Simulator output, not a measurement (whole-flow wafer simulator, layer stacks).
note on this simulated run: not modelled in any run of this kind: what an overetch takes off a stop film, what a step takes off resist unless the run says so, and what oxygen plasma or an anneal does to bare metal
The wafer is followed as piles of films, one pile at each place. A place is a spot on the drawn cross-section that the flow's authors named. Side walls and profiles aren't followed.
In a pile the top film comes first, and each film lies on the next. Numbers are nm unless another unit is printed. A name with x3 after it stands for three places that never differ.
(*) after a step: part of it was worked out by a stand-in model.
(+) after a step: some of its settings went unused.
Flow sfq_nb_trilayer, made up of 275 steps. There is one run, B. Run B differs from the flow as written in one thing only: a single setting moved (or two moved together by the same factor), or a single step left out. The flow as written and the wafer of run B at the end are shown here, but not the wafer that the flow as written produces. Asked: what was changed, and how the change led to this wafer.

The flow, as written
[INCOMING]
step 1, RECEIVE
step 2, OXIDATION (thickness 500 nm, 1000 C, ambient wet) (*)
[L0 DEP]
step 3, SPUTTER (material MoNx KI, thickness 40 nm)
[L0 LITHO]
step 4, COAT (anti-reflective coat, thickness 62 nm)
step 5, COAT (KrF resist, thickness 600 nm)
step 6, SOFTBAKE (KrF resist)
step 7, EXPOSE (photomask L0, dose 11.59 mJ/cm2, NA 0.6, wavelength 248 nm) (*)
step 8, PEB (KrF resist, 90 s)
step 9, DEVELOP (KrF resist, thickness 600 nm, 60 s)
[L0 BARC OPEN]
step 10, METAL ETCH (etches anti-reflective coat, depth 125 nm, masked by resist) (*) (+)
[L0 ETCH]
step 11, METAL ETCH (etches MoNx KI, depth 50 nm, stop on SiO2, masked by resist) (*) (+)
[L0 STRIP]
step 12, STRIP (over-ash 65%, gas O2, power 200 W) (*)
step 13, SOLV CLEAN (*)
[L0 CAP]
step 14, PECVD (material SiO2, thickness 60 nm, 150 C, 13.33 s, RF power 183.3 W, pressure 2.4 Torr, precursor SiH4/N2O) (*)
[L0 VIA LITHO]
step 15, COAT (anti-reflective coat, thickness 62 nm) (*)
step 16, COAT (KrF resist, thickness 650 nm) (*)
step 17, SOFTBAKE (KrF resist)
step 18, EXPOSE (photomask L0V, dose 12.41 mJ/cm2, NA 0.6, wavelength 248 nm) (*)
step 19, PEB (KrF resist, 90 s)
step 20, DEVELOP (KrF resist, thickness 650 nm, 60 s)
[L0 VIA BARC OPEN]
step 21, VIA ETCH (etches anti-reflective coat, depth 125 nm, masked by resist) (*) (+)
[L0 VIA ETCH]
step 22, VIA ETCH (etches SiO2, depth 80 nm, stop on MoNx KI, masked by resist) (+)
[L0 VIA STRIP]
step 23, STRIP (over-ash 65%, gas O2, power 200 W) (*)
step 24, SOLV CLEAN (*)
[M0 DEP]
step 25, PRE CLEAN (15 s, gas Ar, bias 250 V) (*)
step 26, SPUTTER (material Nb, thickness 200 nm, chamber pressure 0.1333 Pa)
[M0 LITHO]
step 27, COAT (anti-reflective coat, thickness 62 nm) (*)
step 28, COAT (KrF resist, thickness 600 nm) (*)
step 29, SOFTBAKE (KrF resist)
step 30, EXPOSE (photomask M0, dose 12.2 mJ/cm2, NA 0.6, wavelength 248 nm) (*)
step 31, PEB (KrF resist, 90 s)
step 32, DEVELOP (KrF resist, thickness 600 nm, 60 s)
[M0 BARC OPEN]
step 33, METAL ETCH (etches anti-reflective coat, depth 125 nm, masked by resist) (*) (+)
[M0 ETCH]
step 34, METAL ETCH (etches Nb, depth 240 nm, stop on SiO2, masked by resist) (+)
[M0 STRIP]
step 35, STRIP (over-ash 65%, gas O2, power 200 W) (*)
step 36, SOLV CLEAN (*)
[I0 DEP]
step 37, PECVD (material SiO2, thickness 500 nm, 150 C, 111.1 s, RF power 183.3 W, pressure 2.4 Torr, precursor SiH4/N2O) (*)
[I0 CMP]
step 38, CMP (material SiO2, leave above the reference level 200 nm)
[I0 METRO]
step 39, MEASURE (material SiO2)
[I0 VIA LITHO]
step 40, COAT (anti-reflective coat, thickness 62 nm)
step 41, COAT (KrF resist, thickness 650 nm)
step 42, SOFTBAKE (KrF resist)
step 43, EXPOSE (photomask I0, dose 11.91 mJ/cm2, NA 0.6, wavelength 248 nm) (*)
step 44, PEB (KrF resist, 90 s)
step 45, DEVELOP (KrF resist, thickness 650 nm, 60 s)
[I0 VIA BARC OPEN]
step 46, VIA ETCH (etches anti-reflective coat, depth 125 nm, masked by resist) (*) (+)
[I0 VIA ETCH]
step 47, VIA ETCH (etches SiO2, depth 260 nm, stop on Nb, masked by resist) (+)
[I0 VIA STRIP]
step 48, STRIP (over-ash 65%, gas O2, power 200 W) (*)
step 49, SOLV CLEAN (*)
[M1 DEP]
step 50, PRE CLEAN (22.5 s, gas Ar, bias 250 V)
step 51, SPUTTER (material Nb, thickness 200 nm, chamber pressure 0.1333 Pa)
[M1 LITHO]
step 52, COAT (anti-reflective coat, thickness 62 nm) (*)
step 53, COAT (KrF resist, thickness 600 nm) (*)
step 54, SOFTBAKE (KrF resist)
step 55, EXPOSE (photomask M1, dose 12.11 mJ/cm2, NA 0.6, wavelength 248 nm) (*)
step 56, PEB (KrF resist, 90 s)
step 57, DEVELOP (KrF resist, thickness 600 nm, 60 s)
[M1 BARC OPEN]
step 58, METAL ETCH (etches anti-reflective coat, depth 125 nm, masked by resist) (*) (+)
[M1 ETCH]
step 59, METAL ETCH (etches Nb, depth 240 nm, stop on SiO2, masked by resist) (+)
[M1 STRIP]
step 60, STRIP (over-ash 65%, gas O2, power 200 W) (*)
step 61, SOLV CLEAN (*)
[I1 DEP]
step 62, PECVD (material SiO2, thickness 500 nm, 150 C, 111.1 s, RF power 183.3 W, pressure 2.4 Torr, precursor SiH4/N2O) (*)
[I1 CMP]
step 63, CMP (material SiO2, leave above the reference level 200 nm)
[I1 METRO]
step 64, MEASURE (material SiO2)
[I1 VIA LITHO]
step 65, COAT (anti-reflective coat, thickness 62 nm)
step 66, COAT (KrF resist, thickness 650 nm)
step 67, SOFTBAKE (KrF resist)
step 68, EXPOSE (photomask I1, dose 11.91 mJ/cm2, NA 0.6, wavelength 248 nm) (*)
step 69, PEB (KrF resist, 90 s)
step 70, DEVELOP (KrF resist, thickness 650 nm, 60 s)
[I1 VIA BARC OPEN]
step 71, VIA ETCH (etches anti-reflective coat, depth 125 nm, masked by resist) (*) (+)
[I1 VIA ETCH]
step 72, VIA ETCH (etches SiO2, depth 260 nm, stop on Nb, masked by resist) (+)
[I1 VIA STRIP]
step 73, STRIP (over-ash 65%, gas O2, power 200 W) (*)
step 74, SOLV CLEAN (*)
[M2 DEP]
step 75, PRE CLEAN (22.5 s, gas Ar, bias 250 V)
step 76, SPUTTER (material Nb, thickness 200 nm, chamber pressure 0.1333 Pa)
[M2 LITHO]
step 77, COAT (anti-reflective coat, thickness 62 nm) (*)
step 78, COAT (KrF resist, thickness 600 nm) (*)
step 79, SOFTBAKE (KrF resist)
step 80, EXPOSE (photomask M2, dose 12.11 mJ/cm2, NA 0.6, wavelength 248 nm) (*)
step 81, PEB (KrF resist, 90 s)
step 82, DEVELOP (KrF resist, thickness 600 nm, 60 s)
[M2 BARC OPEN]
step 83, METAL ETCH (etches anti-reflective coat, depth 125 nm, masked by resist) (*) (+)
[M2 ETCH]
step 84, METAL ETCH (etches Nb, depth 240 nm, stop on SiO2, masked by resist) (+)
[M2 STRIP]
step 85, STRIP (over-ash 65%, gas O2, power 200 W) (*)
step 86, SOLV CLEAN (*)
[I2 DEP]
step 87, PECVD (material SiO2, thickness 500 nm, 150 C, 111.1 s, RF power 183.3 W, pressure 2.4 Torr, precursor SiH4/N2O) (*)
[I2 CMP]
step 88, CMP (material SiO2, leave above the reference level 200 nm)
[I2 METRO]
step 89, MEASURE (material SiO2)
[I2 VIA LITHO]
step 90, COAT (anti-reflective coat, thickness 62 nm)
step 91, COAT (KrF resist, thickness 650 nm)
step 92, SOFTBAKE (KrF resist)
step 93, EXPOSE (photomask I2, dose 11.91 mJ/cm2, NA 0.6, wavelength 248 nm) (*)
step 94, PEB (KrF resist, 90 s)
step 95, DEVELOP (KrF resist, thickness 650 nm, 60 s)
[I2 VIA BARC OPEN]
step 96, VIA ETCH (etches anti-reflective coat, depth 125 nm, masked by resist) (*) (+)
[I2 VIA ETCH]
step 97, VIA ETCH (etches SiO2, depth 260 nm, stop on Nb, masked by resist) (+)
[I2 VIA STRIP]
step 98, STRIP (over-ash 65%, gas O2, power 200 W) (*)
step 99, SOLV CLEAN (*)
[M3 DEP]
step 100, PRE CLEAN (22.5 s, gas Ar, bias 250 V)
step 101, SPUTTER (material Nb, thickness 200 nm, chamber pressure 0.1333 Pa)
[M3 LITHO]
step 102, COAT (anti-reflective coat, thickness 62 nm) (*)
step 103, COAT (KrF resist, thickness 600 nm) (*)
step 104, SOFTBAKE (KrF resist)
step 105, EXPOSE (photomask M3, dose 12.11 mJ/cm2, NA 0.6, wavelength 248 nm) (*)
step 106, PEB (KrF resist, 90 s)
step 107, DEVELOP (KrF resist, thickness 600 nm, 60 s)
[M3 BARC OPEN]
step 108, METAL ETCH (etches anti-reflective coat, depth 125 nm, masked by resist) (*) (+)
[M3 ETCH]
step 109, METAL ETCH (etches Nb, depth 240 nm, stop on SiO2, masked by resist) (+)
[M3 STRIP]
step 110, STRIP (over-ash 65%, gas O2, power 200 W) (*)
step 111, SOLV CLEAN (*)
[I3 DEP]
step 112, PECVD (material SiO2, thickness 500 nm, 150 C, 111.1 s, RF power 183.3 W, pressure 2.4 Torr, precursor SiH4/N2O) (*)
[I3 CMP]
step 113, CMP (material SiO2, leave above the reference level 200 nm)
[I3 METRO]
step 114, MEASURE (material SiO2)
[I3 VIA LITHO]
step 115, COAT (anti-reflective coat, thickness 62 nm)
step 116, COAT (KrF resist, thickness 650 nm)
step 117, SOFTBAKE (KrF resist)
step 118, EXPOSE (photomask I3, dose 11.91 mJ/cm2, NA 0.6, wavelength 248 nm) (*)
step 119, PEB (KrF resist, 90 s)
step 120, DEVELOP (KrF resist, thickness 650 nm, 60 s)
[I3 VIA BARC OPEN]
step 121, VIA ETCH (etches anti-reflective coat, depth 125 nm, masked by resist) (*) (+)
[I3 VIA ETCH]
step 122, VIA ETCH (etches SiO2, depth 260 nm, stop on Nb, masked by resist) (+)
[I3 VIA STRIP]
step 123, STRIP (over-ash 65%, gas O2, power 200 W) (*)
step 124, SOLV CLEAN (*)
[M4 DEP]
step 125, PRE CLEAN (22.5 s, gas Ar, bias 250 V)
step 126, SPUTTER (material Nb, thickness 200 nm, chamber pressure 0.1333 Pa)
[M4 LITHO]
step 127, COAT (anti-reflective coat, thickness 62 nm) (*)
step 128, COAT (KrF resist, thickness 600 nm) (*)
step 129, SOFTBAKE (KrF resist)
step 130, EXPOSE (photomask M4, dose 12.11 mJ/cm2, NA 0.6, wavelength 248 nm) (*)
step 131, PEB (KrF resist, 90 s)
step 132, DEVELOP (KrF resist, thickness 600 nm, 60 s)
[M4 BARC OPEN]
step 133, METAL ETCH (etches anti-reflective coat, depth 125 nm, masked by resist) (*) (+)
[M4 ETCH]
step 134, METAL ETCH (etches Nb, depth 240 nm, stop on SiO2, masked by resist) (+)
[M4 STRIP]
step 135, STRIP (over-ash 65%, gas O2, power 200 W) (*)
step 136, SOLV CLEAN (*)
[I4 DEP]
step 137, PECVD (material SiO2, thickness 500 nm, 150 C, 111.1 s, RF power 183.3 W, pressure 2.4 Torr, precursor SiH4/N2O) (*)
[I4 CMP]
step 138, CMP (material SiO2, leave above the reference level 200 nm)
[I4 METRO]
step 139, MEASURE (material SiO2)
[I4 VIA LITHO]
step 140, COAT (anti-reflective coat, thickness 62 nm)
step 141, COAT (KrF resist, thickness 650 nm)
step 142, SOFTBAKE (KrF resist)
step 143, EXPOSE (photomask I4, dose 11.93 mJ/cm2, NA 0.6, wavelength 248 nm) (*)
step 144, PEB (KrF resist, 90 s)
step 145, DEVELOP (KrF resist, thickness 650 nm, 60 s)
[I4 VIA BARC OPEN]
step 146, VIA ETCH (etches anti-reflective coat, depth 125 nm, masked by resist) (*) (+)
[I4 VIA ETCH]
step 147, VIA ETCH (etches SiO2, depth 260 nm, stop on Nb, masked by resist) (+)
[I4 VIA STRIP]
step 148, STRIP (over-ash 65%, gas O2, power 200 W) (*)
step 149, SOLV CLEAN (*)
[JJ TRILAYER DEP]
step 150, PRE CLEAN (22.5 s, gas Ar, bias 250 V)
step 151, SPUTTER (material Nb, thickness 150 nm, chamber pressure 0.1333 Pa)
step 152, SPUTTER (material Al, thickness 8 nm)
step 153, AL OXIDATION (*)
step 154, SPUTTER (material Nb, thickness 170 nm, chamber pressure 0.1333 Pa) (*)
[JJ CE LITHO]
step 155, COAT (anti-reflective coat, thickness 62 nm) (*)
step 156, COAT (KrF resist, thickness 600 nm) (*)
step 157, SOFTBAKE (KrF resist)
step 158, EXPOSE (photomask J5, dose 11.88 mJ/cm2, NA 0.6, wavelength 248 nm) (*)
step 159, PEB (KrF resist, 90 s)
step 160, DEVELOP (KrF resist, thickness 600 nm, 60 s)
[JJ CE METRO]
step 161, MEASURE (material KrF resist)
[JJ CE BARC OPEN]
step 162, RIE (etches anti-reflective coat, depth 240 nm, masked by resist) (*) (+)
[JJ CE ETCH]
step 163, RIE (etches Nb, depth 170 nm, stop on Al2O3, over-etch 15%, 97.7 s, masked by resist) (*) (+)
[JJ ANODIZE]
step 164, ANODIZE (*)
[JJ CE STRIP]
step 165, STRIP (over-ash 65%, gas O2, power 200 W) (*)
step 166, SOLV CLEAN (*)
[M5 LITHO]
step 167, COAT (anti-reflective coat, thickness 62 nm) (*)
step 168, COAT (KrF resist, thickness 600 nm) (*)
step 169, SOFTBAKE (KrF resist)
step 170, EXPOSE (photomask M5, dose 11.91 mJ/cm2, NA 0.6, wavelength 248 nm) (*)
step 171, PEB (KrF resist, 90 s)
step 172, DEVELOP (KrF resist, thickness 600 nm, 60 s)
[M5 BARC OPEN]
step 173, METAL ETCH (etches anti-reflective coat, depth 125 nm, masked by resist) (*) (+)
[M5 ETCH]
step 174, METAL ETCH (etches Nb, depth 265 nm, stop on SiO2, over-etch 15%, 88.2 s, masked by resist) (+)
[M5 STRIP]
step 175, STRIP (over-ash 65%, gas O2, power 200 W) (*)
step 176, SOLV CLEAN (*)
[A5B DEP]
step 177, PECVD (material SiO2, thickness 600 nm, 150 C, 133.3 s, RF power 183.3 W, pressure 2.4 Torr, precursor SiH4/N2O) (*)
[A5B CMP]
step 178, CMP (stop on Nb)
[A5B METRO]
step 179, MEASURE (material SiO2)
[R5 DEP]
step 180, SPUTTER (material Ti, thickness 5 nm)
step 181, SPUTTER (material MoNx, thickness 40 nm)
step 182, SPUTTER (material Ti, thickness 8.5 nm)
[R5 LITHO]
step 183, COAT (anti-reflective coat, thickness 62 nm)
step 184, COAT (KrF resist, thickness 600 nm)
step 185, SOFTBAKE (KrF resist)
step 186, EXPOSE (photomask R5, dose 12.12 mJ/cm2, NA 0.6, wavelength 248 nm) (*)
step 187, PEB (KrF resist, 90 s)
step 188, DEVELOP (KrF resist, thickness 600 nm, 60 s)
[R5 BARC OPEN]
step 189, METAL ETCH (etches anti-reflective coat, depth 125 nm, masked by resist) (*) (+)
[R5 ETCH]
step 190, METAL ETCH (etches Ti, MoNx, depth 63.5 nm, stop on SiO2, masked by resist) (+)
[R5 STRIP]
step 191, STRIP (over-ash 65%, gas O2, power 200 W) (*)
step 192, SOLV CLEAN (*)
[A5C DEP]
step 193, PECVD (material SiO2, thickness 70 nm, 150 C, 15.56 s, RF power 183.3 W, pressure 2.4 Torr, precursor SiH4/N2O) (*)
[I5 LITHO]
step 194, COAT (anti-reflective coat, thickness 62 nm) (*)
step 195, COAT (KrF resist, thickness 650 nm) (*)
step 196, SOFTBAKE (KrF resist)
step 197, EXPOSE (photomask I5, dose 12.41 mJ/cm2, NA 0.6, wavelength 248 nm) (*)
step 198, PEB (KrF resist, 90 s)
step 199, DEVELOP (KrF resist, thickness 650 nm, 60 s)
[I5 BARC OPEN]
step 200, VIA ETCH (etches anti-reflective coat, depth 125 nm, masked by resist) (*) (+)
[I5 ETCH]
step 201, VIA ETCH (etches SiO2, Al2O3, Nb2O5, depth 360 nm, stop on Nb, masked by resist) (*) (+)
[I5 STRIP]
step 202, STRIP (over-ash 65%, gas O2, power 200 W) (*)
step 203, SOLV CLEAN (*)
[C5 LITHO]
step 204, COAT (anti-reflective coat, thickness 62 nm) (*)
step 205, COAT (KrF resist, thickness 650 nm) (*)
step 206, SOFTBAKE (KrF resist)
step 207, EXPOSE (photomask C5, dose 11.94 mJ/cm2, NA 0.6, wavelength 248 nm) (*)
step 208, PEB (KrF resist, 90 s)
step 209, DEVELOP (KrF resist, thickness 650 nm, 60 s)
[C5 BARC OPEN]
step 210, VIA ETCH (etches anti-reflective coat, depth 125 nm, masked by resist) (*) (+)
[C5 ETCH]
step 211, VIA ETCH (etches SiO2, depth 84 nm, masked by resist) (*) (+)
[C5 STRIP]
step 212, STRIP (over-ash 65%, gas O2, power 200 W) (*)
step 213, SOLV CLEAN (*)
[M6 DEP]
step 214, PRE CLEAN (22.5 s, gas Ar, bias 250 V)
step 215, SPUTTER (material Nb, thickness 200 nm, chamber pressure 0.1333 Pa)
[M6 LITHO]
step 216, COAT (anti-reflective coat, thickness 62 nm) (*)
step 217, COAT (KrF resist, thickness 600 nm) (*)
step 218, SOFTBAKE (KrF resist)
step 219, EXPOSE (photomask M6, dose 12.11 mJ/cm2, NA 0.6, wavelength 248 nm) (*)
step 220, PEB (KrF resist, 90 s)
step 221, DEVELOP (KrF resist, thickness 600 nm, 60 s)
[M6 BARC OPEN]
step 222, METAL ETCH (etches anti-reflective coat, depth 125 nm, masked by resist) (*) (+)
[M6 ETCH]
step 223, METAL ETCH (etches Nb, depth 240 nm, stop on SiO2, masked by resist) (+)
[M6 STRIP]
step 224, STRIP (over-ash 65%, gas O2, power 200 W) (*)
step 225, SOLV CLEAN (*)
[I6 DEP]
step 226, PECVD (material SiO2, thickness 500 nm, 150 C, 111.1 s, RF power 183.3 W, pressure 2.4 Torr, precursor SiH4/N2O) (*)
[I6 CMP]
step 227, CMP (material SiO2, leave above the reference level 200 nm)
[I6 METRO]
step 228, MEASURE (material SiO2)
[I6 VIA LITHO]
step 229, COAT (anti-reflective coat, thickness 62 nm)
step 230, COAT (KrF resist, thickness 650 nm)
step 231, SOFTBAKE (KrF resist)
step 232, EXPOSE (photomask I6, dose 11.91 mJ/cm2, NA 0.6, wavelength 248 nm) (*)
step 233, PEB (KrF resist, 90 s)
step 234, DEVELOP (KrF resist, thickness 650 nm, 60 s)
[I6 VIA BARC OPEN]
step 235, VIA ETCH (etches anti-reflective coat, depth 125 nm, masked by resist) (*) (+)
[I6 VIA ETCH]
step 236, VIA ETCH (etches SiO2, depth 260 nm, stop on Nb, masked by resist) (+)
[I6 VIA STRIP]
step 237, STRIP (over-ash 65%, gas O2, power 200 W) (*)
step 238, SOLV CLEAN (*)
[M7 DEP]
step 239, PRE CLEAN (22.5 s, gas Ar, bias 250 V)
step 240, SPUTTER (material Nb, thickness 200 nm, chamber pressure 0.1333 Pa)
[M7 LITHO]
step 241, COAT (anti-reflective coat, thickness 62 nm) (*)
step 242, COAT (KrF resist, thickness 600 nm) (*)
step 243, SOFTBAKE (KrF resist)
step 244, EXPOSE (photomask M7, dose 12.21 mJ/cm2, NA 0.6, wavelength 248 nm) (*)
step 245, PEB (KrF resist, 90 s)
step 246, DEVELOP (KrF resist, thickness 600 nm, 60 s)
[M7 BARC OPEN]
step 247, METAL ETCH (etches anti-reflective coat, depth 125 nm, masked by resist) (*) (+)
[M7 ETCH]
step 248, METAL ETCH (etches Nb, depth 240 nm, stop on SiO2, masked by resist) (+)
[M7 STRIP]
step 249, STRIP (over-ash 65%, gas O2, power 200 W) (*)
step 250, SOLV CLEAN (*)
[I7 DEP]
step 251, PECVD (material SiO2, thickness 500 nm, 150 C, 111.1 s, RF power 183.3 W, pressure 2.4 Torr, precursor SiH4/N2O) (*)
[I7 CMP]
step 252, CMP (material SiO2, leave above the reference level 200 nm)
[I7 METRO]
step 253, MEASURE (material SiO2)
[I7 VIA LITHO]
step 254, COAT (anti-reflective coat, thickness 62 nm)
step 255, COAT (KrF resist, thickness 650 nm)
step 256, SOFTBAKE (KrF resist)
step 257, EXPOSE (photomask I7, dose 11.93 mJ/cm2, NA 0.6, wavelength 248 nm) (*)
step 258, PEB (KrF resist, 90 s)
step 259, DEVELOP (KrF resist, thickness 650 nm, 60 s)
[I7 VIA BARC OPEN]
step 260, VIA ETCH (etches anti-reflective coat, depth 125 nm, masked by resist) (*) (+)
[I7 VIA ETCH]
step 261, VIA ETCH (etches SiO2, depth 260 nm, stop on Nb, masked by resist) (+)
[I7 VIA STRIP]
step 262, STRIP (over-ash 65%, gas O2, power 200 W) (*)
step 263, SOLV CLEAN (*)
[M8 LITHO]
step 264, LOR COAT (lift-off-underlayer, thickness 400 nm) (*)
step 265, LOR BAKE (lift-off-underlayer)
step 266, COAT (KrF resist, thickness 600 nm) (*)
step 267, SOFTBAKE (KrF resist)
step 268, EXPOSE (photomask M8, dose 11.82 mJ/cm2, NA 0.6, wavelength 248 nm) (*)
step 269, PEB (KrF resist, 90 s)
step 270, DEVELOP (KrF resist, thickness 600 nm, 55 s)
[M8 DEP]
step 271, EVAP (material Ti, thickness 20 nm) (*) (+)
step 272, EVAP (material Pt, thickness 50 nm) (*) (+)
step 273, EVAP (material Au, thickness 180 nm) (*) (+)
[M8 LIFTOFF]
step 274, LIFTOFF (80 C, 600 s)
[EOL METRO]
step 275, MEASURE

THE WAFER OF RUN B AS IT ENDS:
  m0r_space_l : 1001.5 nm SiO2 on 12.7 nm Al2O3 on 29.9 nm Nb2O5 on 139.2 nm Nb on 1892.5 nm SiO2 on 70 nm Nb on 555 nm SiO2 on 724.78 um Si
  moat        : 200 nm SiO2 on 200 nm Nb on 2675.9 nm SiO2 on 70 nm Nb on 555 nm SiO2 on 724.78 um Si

The reason: step 34, METAL ETCH: depth 130 nm was run, whereas the flow has depth 240 nm.

The path from the change to this, step by step:
  step 34, METAL ETCH (etches Nb, depth 240 nm, stop on SiO2, masked by resist) (+)
      moat, m0r_space_l, m0r_space_r: Nb loses 130 (as written it would have been: Nb loses 200 (all of it))
      field_l, v_sur, via_wl and 100 more: KrF resist loses 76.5 (as written it would have been: KrF resist loses 141.2)
  step 35, STRIP (over-ash 65%, gas O2, power 200 W) (*)
      p4_fl, p4_fm, p4_w1 and 68 more: KrF resist loses 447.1 (all of it), anti-reflective coat loses 62 (all of it) (as written it would have been: KrF resist loses 382.4 (all of it), anti-reflective coat loses 62 (all of it))
      ce_r, sp_r, be_r, r_sur: KrF resist loses 453.7 (all of it), anti-reflective coat loses 63.6 (all of it) (as written it would have been: KrF resist loses 389 (all of it), anti-reflective coat loses 63.6 (all of it))
      (as well as at 28 more places)
  step 37, PECVD (material SiO2, thickness 500 nm, 150 C, 111.1 s, RF power 183.3 W, pressure 2.4 Torr, precursor SiH4/N2O) (*)
      moat, m0r_space_l, m0r_space_r: SiO2 gains 500 (new film) (as written it would have been: SiO2 gains 557.1)
  step 38, CMP (material SiO2, leave above the reference level 200 nm)
      moat, m0r_space_l, m0r_space_r: SiO2 loses 170 (as written it would have been: SiO2 loses 157.1)
If metal films that touch count as one body, m0r_space_l has 2 bodies (between them, from the top down: SiO2 1892.5); the flow as written gives 1 body.
If metal films that touch count as one body, moat has 2 bodies (between them, from the top down: SiO2 2675.9); the flow as written gives 1 body.
